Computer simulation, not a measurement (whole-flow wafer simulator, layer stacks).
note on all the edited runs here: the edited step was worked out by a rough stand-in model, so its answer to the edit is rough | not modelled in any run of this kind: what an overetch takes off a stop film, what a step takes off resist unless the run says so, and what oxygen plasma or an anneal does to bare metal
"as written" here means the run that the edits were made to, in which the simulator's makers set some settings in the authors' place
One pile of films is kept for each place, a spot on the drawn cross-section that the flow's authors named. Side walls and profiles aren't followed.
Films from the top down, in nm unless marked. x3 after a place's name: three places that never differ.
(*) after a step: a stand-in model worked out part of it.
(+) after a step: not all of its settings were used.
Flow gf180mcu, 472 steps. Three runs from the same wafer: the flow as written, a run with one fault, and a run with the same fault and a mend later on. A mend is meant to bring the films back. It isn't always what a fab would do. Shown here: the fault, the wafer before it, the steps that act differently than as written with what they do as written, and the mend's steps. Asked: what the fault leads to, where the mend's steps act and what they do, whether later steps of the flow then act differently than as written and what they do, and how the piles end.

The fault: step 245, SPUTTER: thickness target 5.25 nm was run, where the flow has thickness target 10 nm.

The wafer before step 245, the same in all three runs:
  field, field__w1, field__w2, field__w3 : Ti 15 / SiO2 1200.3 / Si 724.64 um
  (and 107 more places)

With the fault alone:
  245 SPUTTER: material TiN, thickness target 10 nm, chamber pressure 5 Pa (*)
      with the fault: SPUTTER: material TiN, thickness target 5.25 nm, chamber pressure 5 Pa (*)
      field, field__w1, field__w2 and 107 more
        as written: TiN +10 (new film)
        with the fault: TiN +5.25 (new film)
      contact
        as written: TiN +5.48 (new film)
        with the fault: TiN +2.88 (new film)
  Later steps of the flow that act differently than as written (1 more step differs only slightly, by at most 2% or 0.5 nm, whichever is larger, and isn't shown):
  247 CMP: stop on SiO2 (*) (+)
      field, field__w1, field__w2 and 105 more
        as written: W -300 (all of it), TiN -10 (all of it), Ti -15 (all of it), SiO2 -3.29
        with the fault: W -300 (all of it), TiN -5.25 (all of it), Ti -15 (all of it), SiO2 -3.24
  At the end the piles differ from the flow's by more than 2% or 0.5 nm, whichever is larger, at contact, polyc_n, polyc_p.
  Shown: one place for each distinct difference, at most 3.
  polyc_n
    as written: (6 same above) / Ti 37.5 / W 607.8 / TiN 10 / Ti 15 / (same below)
    with the fault: (6 same above) / Ti 37.5 / W 612.6 / TiN 5.25 / Ti 15 / (same below)
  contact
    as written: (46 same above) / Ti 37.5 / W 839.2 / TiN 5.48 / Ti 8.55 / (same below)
    with the fault: (46 same above) / Ti 37.5 / W 841.9 / TiN 2.88 / Ti 8.55 / (same below)

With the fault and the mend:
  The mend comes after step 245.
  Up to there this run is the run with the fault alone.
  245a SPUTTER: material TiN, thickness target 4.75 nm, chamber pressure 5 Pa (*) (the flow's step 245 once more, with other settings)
      field, field__w1, field__w2 and 107 more
        TiN +4.75
      contact
        TiN +2.6
  No later step of the flow acts differently than as written at any place that is followed.
  At the end the piles are the same as the flow's at every place that both follow.
